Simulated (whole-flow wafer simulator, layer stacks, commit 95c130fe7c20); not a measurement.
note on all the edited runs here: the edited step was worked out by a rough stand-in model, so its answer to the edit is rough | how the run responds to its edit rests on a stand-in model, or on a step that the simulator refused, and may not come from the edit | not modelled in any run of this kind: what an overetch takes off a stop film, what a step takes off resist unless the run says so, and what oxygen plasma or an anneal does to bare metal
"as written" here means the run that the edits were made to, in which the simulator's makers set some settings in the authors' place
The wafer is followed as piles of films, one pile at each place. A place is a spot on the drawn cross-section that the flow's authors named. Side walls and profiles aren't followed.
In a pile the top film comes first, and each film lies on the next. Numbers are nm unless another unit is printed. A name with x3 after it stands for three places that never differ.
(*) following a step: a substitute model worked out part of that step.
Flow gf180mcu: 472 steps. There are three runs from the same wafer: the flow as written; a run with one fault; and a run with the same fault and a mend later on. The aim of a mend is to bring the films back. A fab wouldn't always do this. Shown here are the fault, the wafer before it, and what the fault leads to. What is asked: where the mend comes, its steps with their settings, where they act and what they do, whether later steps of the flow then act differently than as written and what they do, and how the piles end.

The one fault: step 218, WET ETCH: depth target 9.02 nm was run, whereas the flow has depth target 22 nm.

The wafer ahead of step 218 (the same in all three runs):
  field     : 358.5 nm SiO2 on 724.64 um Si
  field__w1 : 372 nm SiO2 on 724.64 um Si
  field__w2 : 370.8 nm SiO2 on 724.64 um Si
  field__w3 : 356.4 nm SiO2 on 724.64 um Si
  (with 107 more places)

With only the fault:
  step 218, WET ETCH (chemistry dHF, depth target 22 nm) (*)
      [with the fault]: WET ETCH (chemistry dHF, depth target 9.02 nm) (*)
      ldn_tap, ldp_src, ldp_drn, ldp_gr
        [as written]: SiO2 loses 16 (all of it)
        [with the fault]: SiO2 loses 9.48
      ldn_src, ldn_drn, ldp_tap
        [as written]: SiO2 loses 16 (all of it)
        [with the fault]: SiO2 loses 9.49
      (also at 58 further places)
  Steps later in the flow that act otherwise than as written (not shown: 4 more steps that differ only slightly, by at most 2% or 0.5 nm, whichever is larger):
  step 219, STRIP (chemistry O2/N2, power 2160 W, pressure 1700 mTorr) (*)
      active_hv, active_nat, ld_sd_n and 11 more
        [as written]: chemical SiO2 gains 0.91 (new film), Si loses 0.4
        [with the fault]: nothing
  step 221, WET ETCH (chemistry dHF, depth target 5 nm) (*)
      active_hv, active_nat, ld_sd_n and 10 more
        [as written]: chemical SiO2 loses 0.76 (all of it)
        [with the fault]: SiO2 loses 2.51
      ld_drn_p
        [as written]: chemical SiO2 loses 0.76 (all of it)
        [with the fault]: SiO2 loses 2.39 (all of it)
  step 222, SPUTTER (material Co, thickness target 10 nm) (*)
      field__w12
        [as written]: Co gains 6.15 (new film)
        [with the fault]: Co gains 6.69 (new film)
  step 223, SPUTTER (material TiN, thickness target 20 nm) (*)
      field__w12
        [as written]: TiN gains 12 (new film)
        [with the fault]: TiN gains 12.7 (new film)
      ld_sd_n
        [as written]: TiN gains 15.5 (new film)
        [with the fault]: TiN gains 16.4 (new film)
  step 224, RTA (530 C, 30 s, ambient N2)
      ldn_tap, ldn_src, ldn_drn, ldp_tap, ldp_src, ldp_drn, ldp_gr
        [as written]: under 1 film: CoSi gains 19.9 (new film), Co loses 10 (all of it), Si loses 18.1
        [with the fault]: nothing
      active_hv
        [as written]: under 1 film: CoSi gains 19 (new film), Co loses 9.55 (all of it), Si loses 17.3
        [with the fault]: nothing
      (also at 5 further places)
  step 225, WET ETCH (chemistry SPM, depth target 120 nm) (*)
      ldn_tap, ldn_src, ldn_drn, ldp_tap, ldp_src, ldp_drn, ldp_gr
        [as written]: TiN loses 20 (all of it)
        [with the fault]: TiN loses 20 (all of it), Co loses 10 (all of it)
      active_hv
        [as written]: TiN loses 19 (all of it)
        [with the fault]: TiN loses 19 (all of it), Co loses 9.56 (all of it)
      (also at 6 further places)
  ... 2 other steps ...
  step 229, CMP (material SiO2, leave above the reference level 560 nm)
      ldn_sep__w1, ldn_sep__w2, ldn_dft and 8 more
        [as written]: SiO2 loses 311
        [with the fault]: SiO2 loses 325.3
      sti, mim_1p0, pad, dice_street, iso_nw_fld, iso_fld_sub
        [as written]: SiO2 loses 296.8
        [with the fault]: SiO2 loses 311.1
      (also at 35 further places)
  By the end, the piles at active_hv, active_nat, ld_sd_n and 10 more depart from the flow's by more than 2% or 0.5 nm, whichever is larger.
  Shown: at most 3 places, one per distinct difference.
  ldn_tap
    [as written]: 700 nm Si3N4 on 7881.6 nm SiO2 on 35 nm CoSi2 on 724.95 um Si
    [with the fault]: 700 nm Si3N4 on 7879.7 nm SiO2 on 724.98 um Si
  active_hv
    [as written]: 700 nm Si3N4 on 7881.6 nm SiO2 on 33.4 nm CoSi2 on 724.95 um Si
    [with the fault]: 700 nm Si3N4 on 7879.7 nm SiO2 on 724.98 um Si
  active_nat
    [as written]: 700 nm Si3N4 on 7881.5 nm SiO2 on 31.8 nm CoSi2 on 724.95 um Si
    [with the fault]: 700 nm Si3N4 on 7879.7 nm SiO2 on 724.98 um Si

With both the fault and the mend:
  After step 218 comes the mend.
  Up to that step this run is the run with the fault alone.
  step 218a, WET ETCH (chemistry dHF, depth target 12.98 nm) (*) (the flow's step 218 again, with other settings)
      field, field__w1, field__w2 and 47 more
        SiO2 loses 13
      ldn_tap, ldp_src, ldp_drn, ldp_gr
        SiO2 loses 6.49 (all of it)
      ldn_src, ldn_drn, ldp_tap
        SiO2 loses 6.48 (all of it)
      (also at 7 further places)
  Every later step of the flow that is run acts as written, at every place that is followed, to within 2% or 0.5 nm, whichever is larger.
  At the end the piles are close to the flow's at the places that both follow, differing by at most 2% or 0.5 nm, whichever is larger.
